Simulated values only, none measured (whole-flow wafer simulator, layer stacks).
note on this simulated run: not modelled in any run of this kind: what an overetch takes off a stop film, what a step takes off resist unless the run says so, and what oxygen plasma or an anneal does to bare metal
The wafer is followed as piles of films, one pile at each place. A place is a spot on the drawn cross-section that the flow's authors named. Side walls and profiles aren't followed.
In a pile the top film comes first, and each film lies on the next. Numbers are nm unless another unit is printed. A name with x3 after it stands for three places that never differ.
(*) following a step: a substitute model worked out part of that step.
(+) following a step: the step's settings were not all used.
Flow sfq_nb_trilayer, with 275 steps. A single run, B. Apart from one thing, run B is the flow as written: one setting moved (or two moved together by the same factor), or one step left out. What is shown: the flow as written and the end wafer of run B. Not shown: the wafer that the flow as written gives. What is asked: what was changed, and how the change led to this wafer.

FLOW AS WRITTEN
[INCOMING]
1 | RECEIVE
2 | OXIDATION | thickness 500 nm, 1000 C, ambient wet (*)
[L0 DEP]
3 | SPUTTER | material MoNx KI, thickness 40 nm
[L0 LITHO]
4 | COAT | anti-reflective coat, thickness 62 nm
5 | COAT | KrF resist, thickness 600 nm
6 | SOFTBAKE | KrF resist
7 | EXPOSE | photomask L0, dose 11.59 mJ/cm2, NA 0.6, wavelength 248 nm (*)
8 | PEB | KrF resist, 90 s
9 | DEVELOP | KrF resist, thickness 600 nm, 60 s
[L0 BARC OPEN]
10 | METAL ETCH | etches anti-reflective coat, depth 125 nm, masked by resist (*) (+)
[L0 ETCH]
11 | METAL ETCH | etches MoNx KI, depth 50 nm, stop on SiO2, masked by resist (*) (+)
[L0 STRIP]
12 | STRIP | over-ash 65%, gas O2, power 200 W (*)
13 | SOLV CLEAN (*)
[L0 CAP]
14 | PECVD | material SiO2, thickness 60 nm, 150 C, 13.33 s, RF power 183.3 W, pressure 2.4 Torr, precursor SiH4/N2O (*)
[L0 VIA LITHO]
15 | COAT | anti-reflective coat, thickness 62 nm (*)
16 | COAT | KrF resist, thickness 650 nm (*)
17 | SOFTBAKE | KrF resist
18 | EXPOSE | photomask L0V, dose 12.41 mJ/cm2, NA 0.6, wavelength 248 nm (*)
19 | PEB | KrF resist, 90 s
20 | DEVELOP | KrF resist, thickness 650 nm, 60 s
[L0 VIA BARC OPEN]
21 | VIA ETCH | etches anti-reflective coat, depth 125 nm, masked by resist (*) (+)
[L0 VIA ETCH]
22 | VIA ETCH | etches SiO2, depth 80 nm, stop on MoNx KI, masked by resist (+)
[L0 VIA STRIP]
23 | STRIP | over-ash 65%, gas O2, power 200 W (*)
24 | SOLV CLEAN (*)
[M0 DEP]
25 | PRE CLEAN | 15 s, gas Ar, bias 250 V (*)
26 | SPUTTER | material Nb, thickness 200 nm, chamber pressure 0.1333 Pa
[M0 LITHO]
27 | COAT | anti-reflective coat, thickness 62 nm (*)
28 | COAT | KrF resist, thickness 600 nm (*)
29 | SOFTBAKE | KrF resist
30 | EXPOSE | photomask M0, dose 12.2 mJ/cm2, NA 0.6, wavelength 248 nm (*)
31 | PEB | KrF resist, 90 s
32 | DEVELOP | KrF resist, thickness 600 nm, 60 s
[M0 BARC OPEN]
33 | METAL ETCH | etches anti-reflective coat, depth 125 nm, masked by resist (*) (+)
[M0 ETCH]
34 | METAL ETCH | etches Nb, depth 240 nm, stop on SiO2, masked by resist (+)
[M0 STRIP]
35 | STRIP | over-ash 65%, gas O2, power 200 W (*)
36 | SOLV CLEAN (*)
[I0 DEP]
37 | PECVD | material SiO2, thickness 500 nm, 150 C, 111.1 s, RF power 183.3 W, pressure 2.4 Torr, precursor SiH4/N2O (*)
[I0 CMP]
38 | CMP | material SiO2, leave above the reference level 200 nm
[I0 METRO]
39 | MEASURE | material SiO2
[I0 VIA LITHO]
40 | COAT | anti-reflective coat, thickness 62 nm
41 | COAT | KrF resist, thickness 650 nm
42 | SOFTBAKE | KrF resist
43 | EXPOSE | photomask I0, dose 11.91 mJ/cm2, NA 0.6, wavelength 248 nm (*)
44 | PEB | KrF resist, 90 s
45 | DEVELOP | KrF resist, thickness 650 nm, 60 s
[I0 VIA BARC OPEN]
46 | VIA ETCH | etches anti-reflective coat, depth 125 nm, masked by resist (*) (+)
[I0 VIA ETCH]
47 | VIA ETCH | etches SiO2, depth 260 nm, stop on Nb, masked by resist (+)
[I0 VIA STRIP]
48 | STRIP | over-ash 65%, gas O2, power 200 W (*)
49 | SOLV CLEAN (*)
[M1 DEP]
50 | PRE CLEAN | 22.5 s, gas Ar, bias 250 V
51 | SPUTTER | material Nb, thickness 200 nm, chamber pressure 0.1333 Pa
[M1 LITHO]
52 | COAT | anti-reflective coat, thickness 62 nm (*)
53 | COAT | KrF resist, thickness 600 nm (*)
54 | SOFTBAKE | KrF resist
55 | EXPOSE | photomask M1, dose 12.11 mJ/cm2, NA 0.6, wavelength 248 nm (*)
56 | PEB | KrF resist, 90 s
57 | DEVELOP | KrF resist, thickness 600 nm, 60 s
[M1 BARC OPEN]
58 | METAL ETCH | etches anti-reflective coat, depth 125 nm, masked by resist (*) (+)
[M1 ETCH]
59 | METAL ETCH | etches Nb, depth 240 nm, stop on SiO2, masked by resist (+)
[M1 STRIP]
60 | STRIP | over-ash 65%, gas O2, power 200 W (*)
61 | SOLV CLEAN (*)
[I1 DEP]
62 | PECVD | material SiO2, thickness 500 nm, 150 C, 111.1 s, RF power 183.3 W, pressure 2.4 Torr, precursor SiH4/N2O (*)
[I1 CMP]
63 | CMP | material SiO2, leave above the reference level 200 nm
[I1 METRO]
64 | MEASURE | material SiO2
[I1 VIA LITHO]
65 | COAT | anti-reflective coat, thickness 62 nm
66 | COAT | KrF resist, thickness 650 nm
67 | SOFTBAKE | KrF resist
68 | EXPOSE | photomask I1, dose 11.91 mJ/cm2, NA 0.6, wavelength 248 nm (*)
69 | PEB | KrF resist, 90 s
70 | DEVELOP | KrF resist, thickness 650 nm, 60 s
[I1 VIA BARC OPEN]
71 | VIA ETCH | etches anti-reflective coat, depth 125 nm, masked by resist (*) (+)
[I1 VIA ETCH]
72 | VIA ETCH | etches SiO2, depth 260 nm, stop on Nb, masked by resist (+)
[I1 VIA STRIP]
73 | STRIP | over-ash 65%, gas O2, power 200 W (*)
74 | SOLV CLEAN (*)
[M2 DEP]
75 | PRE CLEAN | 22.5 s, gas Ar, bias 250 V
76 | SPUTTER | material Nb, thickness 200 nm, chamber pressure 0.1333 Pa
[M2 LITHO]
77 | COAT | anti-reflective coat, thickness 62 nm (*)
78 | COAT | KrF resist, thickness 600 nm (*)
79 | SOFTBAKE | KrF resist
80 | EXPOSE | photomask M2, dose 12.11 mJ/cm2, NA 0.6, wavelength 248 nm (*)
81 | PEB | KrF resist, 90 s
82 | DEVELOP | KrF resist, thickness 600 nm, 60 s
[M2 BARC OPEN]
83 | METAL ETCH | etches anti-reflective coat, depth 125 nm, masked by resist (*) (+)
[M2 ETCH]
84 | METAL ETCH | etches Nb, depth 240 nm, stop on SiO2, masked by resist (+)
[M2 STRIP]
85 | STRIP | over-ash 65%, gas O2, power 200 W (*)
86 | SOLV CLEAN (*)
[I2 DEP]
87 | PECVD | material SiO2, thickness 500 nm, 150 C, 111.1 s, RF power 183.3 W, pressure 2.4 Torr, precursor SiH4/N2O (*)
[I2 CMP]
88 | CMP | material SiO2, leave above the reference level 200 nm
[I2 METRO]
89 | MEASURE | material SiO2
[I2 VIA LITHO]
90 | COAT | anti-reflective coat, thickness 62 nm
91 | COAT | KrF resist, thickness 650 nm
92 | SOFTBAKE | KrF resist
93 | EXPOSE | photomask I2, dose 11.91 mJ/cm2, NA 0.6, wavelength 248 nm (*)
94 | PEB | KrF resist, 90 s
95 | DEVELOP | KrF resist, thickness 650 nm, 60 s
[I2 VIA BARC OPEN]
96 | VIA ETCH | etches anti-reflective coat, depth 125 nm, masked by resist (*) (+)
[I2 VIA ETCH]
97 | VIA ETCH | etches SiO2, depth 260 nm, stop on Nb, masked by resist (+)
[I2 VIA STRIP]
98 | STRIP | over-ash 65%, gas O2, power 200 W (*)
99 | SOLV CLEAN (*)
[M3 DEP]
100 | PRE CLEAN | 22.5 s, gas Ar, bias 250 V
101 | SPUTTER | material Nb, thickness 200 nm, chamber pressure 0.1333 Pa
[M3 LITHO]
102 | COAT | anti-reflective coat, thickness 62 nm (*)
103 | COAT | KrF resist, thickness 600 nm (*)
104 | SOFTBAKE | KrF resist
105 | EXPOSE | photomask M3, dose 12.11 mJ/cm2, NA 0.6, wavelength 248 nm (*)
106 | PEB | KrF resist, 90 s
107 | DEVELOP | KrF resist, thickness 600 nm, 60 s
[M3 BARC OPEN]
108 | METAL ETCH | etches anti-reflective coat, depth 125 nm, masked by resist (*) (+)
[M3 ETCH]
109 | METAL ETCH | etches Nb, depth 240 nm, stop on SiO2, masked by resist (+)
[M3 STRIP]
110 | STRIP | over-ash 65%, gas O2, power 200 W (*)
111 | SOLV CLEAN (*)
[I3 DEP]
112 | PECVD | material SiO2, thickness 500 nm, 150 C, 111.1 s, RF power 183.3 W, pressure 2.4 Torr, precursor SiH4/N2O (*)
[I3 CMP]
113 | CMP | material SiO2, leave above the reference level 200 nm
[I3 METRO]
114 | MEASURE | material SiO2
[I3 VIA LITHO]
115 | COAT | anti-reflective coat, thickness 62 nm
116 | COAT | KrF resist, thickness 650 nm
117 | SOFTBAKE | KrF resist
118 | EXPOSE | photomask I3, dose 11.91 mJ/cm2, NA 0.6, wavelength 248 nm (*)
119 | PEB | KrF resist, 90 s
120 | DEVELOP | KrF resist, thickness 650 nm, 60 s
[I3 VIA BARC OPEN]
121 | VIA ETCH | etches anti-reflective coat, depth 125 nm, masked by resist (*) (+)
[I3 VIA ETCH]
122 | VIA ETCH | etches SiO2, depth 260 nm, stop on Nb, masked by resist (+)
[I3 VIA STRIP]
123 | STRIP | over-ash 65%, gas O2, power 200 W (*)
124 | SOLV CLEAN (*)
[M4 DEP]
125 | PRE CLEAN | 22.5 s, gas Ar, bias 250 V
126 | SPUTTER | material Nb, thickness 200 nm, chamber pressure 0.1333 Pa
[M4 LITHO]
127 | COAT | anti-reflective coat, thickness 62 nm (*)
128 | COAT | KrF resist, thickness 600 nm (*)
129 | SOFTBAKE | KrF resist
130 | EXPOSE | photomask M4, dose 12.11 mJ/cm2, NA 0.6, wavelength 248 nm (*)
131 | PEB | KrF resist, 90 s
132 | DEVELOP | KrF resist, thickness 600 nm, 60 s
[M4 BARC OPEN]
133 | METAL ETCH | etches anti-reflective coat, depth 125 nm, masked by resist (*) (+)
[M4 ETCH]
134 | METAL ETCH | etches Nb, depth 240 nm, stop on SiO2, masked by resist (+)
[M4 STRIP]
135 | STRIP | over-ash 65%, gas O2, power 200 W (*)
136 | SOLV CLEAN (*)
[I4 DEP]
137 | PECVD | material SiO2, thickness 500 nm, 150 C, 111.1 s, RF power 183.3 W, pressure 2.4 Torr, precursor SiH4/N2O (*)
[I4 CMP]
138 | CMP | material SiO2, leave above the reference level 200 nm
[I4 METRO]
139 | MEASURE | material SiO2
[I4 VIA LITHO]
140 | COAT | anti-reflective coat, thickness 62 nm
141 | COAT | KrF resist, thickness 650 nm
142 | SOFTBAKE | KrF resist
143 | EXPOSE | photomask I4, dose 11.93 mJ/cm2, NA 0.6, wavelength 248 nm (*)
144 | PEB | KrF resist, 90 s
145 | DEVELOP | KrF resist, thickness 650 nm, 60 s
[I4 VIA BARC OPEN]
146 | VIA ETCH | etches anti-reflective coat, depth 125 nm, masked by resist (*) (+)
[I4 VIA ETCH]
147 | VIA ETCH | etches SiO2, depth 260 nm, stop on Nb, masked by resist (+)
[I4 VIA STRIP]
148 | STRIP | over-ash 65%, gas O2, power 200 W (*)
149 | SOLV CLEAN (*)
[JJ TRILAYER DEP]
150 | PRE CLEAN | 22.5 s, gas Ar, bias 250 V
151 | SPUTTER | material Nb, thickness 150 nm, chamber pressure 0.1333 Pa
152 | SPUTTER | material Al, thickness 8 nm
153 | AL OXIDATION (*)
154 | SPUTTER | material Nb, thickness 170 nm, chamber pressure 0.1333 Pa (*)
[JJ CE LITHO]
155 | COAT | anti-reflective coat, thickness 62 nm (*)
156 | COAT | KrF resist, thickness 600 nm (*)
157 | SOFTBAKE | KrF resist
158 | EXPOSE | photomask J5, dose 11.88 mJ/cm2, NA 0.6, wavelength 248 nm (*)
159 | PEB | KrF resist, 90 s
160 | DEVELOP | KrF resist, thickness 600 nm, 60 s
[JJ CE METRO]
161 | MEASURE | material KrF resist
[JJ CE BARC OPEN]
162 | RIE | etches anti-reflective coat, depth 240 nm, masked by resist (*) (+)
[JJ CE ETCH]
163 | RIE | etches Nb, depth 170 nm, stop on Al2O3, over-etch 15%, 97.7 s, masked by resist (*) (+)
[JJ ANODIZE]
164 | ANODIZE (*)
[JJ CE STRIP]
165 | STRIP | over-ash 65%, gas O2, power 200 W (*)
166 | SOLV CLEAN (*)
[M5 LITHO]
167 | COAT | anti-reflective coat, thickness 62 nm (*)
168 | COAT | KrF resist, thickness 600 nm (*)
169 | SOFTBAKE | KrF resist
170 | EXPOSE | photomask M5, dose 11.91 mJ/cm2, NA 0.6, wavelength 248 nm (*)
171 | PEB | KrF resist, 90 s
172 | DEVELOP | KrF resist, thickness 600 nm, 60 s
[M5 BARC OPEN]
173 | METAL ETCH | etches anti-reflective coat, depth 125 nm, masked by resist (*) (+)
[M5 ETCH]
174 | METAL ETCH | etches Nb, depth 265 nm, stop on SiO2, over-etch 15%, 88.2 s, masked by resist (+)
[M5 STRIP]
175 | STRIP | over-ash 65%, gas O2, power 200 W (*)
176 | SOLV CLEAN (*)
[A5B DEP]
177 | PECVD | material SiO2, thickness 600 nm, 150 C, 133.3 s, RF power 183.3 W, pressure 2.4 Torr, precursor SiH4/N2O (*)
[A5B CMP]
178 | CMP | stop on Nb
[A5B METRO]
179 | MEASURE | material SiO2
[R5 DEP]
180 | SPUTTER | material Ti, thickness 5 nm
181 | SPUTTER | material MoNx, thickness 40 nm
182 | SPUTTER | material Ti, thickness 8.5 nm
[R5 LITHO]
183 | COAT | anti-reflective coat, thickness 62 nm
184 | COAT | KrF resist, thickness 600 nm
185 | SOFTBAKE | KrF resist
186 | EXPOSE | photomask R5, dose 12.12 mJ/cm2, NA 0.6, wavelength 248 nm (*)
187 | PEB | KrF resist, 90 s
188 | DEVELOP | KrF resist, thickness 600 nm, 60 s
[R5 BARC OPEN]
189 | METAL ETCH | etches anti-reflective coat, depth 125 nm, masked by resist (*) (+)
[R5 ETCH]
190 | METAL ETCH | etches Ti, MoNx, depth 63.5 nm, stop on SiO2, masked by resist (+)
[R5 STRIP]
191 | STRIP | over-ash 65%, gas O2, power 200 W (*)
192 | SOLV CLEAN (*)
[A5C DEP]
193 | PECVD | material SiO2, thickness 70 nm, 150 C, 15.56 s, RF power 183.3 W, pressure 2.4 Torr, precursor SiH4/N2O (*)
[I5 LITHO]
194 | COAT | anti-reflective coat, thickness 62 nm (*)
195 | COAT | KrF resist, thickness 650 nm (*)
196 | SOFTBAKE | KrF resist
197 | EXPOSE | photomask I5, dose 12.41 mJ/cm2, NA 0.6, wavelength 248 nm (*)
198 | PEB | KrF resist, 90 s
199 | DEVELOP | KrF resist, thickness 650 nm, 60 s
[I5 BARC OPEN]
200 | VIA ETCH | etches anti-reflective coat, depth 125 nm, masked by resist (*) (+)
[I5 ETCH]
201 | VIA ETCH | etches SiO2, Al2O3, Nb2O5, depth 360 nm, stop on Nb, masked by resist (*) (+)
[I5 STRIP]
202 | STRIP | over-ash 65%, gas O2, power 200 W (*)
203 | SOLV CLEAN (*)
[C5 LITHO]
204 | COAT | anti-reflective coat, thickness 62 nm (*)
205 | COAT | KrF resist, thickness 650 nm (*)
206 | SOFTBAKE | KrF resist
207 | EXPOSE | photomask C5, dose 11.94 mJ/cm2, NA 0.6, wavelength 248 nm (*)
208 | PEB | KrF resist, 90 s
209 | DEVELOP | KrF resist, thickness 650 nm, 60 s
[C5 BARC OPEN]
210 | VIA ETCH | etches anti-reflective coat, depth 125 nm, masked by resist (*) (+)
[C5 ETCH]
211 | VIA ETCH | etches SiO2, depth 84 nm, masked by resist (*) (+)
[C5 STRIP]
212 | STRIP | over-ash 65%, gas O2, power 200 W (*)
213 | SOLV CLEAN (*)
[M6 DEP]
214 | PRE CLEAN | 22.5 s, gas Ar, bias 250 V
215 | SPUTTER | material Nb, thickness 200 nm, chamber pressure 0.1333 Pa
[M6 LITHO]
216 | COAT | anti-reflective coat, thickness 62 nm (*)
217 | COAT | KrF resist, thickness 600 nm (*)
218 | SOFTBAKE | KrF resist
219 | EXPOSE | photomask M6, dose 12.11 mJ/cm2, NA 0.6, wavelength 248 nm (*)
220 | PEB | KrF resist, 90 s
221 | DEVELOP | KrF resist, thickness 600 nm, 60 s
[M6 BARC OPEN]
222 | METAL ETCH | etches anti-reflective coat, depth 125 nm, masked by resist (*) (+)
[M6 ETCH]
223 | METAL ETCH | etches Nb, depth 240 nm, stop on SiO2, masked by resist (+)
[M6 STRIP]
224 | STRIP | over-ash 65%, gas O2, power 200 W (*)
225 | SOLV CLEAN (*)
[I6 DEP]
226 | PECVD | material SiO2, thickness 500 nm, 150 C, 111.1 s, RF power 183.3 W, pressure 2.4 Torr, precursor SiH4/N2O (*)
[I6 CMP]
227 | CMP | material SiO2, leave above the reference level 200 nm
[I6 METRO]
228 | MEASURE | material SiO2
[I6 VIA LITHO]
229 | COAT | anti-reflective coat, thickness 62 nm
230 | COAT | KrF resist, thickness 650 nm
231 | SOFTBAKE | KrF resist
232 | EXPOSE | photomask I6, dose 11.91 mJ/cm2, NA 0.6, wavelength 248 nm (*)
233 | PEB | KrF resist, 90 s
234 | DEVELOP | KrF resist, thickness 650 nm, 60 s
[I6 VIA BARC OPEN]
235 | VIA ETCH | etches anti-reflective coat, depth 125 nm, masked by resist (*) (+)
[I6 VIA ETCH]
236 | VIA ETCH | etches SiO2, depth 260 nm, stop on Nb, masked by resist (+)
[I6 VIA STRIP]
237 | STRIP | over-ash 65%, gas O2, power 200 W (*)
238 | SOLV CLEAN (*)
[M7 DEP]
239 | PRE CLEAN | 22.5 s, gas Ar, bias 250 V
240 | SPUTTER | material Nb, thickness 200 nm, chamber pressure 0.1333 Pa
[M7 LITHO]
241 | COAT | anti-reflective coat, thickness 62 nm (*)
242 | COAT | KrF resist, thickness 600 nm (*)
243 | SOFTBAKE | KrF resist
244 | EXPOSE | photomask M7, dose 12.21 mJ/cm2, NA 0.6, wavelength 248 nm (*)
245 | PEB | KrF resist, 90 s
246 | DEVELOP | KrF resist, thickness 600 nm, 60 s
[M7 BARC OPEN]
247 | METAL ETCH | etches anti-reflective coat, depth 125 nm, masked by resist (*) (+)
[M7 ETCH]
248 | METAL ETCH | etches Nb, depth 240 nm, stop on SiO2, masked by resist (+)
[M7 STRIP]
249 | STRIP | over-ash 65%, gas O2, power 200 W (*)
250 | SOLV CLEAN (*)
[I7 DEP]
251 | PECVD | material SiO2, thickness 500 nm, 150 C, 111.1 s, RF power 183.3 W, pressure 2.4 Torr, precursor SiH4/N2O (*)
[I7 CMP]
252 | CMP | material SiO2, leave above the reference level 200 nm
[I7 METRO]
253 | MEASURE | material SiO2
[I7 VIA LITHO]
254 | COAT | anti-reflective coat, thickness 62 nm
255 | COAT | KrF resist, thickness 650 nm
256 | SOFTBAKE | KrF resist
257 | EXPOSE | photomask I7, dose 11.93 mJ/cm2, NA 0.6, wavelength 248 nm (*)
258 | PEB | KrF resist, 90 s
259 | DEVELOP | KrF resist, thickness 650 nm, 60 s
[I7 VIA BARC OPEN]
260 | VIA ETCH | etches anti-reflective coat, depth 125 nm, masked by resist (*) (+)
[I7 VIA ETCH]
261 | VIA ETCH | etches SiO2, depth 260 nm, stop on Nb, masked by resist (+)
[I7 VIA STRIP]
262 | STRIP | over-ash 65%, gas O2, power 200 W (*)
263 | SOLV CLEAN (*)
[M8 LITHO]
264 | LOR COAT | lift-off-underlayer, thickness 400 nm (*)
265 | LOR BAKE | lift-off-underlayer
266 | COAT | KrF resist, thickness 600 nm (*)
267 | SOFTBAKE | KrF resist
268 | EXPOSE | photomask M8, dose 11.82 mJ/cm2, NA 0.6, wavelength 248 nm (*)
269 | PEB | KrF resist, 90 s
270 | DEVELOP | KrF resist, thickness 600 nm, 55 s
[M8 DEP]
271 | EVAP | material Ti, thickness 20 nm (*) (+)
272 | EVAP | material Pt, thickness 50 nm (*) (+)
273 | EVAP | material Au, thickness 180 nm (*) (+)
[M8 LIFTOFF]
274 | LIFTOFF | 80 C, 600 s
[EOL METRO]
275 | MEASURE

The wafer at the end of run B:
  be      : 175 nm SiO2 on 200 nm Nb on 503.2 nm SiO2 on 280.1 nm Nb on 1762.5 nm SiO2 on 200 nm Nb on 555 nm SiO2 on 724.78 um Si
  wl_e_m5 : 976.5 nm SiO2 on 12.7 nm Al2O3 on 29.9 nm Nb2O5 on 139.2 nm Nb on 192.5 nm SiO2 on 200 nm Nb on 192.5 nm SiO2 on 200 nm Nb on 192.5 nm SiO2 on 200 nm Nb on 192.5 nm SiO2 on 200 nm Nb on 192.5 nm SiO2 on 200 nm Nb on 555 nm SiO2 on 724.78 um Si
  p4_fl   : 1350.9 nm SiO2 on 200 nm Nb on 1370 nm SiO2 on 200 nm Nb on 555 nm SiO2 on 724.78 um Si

What caused this: step 252, CMP: leave above the reference level 175 nm was run, while the flow as written has leave above the reference level 200 nm.
One can read it off the wafer: be has SiO2 175, and step 252 as written asks for 200 nm.

How this came from the change, step by step:
  252 | CMP | material SiO2, leave above the reference level 200 nm
      field_l, p4_fl, p4_fm and 56 more: SiO2 loses 125 (it would be, as written: SiO2 loses 100)
      v_sur, via_wl, via_w and 37 more: SiO2 loses 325 (it would be, as written: SiO2 loses 300)
      (also at 7 further places)
  261 | VIA ETCH | etches SiO2, depth 260 nm, stop on Nb, masked by resist (+)
      via_wl, via_w, via_wr: SiO2 loses 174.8 (all of it) (it would be, as written: SiO2 loses 199.8 (all of it))
  264 | LOR COAT | lift-off-underlayer, thickness 400 nm (*)
      via_wl, via_wr: lift-off-underlayer gains 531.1 (new film) (it would be, as written: lift-off-underlayer gains 549.8 (new film))
      via_w: lift-off-underlayer gains 519.4 (new film) (it would be, as written: lift-off-underlayer gains 536.4 (new film))
  270 | DEVELOP | KrF resist, thickness 600 nm, 55 s
      via_wl: KrF resist loses 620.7 (all of it), lift-off-underlayer loses 531.1 (all of it) (it would be, as written: KrF resist loses 623.9 (all of it), lift-off-underlayer loses 549.8 (all of it))
      via_w: KrF resist loses 630.9 (all of it), lift-off-underlayer loses 519.4 (all of it) (it would be, as written: KrF resist loses 635.4 (all of it), lift-off-underlayer loses 536.4 (all of it))
      (also at 1 further place)
